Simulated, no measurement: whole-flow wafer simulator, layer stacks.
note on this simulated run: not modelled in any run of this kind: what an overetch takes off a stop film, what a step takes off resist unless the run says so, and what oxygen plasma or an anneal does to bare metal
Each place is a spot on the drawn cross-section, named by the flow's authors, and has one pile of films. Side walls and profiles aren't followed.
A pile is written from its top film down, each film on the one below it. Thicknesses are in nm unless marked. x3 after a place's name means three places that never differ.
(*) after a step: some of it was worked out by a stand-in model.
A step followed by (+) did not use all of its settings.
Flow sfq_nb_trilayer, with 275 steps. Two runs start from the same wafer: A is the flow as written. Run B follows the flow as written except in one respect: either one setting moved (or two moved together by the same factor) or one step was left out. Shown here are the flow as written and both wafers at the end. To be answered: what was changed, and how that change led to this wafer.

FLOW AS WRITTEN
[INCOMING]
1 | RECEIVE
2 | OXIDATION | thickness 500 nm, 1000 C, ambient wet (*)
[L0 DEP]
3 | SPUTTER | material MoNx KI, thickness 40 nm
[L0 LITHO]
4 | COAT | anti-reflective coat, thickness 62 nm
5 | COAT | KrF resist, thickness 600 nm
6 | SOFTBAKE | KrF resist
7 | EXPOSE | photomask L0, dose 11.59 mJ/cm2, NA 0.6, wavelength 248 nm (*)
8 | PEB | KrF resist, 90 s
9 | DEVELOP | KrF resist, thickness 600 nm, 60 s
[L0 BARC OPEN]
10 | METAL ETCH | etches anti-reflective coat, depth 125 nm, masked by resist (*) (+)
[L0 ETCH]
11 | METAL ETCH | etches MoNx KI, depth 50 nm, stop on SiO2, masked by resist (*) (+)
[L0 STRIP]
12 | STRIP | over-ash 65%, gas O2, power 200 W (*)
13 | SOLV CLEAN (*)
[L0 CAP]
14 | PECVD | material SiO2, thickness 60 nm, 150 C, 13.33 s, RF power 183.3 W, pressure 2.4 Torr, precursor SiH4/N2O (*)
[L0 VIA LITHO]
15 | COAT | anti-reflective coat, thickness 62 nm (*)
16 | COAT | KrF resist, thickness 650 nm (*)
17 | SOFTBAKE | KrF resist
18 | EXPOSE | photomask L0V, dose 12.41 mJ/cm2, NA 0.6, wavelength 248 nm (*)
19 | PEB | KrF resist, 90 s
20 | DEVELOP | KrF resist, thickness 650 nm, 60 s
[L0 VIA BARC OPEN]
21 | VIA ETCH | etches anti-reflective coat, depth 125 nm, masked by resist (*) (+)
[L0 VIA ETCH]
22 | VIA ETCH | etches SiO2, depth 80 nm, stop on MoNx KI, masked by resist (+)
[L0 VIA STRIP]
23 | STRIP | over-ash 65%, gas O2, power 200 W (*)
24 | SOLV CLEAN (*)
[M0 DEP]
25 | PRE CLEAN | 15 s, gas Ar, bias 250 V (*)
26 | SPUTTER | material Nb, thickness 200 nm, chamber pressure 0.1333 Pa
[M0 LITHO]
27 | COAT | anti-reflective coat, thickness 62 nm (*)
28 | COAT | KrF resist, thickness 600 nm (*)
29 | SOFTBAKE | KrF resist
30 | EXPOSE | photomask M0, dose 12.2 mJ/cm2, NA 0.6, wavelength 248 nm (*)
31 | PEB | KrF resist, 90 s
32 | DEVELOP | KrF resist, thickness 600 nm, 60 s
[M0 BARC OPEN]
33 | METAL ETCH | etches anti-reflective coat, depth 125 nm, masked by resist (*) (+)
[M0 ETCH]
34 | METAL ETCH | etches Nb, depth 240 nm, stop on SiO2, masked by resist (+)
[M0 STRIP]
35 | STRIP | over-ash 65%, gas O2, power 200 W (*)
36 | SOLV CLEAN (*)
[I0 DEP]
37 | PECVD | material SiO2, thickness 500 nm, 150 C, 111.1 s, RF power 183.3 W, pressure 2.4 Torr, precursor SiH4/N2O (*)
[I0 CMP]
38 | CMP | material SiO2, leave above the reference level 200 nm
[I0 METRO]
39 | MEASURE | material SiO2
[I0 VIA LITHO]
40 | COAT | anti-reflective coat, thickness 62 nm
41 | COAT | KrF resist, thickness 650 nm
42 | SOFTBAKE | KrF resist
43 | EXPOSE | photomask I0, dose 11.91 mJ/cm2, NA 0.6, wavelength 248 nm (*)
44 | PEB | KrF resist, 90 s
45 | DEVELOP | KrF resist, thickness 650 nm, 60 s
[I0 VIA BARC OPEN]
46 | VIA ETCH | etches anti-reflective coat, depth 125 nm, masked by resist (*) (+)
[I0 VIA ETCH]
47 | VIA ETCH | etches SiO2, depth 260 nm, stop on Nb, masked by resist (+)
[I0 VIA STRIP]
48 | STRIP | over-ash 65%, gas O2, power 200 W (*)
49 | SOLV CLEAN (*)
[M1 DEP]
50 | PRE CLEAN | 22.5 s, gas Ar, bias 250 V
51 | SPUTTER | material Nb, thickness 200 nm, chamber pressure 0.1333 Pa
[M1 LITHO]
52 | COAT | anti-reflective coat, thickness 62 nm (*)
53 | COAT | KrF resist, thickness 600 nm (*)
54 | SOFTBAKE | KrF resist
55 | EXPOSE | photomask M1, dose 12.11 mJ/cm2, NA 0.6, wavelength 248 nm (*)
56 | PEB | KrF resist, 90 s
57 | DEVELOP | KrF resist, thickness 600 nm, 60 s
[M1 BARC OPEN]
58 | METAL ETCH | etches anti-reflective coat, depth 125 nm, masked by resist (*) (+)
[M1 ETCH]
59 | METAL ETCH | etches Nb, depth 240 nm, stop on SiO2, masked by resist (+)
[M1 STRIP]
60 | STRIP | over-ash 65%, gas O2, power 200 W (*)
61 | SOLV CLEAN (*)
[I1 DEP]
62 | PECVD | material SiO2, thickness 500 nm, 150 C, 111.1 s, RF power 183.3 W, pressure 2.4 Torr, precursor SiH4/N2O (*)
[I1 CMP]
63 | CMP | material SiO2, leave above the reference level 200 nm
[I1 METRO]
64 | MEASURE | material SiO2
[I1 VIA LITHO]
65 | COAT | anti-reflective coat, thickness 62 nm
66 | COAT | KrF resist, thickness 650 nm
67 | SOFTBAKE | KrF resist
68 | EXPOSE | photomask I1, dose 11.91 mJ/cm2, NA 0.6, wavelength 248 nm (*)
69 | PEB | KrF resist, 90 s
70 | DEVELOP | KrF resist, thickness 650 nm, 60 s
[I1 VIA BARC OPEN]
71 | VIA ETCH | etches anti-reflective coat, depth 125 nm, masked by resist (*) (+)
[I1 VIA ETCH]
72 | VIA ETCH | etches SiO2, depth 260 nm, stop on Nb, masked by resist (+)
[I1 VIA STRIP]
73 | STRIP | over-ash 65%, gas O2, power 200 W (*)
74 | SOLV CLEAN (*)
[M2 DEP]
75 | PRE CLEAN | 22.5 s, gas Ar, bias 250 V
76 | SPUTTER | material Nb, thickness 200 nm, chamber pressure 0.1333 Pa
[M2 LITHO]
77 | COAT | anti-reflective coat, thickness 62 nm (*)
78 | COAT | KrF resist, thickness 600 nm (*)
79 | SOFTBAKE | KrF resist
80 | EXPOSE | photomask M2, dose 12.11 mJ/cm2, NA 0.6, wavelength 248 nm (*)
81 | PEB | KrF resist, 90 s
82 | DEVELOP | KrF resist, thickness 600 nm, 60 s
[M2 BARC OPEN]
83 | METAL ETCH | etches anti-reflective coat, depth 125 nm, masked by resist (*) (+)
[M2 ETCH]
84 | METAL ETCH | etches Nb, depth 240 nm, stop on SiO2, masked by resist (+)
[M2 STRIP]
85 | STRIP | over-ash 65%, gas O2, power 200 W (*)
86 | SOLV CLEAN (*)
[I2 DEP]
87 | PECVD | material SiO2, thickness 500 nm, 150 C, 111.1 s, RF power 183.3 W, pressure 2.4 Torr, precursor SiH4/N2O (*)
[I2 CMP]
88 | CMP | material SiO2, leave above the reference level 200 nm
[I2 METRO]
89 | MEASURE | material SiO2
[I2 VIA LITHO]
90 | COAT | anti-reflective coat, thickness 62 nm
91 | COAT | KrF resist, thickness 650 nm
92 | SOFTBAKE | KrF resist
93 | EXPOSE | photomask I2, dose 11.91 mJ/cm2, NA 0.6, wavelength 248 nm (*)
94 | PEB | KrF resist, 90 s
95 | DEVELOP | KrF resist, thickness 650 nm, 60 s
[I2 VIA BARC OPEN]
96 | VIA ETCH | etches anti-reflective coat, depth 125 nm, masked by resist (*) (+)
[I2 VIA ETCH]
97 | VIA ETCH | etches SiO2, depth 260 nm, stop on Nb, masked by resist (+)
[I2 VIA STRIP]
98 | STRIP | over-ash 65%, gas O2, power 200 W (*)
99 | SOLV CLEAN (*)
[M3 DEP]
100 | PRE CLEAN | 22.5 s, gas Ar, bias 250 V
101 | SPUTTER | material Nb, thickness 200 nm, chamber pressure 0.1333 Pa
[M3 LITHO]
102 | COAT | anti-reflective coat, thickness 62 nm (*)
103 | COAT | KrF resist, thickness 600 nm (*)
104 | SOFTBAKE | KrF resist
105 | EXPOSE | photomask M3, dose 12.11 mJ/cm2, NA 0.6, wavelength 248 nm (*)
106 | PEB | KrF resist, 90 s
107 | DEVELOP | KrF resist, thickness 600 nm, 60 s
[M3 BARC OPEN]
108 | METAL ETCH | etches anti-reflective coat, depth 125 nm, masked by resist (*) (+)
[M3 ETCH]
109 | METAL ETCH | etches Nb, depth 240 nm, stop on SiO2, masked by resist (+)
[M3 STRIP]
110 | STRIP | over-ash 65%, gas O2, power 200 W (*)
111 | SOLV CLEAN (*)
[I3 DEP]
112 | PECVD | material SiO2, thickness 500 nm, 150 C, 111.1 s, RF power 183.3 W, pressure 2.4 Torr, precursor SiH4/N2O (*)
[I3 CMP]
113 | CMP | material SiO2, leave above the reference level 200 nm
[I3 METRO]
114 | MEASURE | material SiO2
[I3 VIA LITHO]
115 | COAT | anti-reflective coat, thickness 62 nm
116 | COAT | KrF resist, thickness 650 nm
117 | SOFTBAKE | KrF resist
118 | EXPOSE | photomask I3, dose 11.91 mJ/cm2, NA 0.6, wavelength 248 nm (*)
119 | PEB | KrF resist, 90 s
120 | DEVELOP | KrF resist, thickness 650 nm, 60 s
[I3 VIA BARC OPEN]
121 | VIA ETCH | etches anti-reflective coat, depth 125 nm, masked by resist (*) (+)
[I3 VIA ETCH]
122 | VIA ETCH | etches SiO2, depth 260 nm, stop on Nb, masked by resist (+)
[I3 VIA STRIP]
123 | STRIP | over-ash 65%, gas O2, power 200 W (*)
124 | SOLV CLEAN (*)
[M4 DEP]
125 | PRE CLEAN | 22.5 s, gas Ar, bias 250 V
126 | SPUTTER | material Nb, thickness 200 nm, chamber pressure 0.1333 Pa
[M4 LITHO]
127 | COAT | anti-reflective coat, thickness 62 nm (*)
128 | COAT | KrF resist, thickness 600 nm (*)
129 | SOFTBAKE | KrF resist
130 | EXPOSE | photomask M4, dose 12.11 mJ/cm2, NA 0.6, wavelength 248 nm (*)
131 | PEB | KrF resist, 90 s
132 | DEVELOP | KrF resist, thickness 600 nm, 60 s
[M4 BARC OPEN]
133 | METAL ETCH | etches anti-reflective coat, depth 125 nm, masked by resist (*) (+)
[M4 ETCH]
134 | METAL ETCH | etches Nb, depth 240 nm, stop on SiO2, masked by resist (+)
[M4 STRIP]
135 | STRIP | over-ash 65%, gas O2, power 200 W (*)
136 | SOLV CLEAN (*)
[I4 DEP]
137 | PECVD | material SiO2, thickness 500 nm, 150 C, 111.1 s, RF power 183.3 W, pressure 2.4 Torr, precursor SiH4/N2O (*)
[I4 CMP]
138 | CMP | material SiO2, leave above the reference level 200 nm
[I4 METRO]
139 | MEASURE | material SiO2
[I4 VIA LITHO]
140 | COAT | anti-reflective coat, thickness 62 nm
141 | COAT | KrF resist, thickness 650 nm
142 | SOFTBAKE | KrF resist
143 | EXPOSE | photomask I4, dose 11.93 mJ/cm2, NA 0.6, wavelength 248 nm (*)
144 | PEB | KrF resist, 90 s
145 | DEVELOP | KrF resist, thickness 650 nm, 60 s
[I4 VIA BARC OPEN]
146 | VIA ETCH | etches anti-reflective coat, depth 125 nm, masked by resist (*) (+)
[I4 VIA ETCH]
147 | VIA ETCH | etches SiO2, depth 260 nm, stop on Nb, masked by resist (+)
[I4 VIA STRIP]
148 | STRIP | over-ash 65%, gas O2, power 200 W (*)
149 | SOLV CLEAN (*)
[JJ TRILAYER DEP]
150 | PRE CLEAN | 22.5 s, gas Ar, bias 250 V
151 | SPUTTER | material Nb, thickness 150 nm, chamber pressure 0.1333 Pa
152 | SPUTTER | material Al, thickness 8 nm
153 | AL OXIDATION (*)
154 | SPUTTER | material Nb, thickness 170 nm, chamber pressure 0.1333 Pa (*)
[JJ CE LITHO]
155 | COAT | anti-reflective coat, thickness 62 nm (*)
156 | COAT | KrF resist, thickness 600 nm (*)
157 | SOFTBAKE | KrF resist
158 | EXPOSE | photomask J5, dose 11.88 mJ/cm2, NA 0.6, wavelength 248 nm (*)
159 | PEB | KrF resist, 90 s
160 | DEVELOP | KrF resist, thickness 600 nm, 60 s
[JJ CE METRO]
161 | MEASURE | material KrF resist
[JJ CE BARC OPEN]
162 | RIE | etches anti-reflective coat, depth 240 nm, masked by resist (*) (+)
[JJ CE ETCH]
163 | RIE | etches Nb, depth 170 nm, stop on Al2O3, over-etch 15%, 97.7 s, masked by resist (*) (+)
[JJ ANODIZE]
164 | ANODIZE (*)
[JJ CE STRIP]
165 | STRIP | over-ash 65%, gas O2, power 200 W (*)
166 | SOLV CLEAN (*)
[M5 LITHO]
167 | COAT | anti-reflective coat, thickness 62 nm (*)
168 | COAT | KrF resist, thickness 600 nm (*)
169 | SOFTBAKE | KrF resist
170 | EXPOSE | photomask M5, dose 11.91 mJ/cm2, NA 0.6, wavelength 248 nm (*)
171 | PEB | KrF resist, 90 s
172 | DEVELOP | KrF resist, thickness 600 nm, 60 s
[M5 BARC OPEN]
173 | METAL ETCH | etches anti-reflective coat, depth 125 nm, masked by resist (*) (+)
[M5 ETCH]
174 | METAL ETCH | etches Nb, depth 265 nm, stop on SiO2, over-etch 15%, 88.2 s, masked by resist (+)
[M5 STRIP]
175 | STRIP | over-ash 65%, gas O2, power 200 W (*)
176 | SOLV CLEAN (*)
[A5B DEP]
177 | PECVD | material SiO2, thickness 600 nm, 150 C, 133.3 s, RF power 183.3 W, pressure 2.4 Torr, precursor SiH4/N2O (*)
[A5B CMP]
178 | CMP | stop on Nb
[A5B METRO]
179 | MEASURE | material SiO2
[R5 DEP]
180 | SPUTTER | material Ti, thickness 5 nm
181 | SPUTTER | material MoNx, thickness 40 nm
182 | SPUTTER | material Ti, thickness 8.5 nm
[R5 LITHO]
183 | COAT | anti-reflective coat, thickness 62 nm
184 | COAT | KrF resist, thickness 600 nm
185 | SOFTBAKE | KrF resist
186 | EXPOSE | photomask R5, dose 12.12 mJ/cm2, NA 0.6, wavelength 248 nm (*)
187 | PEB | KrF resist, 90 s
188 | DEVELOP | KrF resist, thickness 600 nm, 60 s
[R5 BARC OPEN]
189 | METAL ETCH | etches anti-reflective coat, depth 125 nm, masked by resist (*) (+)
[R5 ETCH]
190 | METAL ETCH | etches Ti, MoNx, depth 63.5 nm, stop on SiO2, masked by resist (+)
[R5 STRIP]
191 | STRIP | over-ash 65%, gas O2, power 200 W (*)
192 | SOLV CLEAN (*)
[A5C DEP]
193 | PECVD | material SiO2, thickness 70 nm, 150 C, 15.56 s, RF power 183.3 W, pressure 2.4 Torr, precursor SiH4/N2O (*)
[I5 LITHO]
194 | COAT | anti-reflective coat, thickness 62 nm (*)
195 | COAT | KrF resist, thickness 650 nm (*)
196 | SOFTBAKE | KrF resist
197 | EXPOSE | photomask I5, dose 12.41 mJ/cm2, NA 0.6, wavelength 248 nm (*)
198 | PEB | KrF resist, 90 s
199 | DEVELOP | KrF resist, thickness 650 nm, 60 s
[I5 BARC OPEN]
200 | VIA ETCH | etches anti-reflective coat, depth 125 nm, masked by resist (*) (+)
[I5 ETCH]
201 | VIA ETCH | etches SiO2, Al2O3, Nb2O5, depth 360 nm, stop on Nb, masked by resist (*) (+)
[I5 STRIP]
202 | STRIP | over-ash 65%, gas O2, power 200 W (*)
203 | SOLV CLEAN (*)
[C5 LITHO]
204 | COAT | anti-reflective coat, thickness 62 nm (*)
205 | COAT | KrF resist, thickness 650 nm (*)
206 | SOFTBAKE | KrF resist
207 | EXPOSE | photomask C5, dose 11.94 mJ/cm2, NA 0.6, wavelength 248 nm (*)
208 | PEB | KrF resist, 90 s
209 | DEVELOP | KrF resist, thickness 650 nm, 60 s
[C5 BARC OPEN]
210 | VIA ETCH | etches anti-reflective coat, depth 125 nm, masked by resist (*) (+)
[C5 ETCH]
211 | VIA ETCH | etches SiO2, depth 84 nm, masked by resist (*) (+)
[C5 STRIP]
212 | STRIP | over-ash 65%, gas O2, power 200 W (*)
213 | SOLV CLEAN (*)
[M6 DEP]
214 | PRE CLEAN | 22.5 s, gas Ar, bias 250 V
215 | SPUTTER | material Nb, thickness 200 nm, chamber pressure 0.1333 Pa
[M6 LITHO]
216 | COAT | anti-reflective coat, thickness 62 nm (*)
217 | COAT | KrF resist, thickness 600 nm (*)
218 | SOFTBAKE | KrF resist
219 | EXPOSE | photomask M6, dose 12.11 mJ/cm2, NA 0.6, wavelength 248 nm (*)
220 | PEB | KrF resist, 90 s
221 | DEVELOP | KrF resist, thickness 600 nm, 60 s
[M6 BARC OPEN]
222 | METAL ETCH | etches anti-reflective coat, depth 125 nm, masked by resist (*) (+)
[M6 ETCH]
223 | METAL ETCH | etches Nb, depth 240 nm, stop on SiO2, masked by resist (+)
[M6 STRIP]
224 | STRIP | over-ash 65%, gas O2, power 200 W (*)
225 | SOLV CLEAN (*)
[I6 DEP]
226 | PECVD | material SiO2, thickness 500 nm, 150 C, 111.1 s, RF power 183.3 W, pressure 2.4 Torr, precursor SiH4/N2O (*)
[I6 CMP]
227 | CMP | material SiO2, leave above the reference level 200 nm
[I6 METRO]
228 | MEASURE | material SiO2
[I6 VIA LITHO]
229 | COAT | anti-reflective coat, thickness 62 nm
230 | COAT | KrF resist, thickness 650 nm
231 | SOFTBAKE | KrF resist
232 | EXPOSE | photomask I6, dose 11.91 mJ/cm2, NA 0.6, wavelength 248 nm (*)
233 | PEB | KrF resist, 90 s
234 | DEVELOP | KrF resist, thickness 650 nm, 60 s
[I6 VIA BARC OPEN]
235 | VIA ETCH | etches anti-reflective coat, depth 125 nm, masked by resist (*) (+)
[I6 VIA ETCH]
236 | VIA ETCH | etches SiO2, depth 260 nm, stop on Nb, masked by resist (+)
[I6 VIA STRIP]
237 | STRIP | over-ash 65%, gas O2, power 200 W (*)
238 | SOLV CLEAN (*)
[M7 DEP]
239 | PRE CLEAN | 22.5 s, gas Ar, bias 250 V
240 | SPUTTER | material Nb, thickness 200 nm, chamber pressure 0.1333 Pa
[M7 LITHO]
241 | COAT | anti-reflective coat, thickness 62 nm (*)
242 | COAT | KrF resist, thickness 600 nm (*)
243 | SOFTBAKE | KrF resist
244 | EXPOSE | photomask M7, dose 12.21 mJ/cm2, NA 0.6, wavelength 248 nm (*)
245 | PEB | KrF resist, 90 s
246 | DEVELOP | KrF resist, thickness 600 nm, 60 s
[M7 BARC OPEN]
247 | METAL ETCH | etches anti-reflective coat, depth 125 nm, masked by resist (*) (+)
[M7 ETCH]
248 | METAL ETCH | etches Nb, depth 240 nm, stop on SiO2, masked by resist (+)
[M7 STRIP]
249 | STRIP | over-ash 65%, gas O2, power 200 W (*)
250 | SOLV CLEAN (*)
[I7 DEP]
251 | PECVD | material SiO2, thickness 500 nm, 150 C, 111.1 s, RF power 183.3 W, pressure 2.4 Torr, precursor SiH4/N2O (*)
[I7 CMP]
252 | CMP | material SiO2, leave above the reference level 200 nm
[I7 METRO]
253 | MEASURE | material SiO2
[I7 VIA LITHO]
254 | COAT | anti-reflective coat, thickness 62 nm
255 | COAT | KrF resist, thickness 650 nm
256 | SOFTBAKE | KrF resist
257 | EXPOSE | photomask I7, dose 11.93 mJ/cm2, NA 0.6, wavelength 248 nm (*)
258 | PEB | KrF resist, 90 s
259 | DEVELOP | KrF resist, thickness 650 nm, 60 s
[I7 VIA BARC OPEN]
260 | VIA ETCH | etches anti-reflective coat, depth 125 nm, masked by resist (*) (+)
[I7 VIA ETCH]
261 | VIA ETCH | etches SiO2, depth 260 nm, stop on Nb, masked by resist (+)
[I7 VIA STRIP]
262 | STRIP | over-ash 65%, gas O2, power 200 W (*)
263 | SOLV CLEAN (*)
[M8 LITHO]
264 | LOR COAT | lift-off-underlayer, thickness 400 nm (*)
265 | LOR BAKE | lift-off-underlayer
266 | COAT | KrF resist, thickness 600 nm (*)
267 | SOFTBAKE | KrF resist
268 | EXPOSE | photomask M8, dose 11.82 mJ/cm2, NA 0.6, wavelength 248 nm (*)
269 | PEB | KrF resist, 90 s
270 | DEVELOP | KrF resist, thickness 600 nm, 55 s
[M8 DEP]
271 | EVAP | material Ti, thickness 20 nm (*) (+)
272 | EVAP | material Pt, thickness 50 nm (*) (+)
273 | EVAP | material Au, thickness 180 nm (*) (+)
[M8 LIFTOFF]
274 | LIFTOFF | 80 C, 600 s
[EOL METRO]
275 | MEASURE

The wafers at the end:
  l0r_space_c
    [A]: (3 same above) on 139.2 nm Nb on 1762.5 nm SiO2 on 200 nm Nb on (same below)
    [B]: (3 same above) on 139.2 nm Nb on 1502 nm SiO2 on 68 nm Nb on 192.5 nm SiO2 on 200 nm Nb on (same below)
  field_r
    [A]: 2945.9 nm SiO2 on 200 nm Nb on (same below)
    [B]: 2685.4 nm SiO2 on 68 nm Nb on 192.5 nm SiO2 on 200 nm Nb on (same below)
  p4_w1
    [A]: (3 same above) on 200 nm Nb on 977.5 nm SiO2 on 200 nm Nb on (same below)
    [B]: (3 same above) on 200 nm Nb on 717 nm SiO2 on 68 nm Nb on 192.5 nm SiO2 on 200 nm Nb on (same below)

Cause: step 59, METAL ETCH: depth 132 nm was run, though the flow has depth 240 nm.

The path from the change to this, step by step:
  59 | METAL ETCH | etches Nb, depth 240 nm, stop on SiO2, masked by resist (+)
      field_l, be, be_sur and 79 more: A Nb loses 200 (all of it) | B Nb loses 132
      v_sur, via_wl, via_w and 21 more: A KrF resist loses 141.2 | B KrF resist loses 77.6
  60 | STRIP | over-ash 65%, gas O2, power 200 W (*)
      wl_j_sl, wl_jj, wl_j_sr and 13 more: A KrF resist loses 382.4 (all of it), anti-reflective coat loses 62 (all of it) | B KrF resist loses 445.9 (all of it), anti-reflective coat loses 62 (all of it)
      v_sur: A KrF resist loses 365.9 (all of it), anti-reflective coat loses 61.1 (all of it) | B KrF resist loses 429.4 (all of it), anti-reflective coat loses 61.1 (all of it)
      (as well as at 7 more places)
  62 | PECVD | material SiO2, thickness 500 nm, 150 C, 111.1 s, RF power 183.3 W, pressure 2.4 Torr, precursor SiH4/N2O (*)
      field_l, be, be_sur and 72 more: A SiO2 gains 500 | B SiO2 gains 500 (new film)
      lsp_m, ln_m6, lsp_r, l0_sur, l0v: A SiO2 gains 494.9 | B SiO2 gains 500 (new film)
      (as well as at 2 more places)
  63 | CMP | material SiO2, leave above the reference level 200 nm
      field_l, be, be_sur and 72 more: A SiO2 loses 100 | B SiO2 loses 168
      lsp_m, ln_m6, lsp_r, l0_sur, l0v: A SiO2 loses 94.9 | B SiO2 loses 168
      (as well as at 2 more places)
Taking metal films that touch as one body, l0r_space_c has 3 bodies (between them, from the top down: SiO2 1502; SiO2 192.5); the flow as written gives 2 bodies (between them, from the top down: SiO2 1762.5).
Taking metal films that touch as one body, field_r has 2 bodies (between them, from the top down: SiO2 192.5); the flow as written gives 1 body.
Taking metal films that touch as one body, p4_w1 has 4 bodies (between them, from the top down: SiO2 192.5; SiO2 717; SiO2 192.5); the flow as written gives 3 bodies (between them, from the top down: SiO2 192.5; SiO2 977.5).
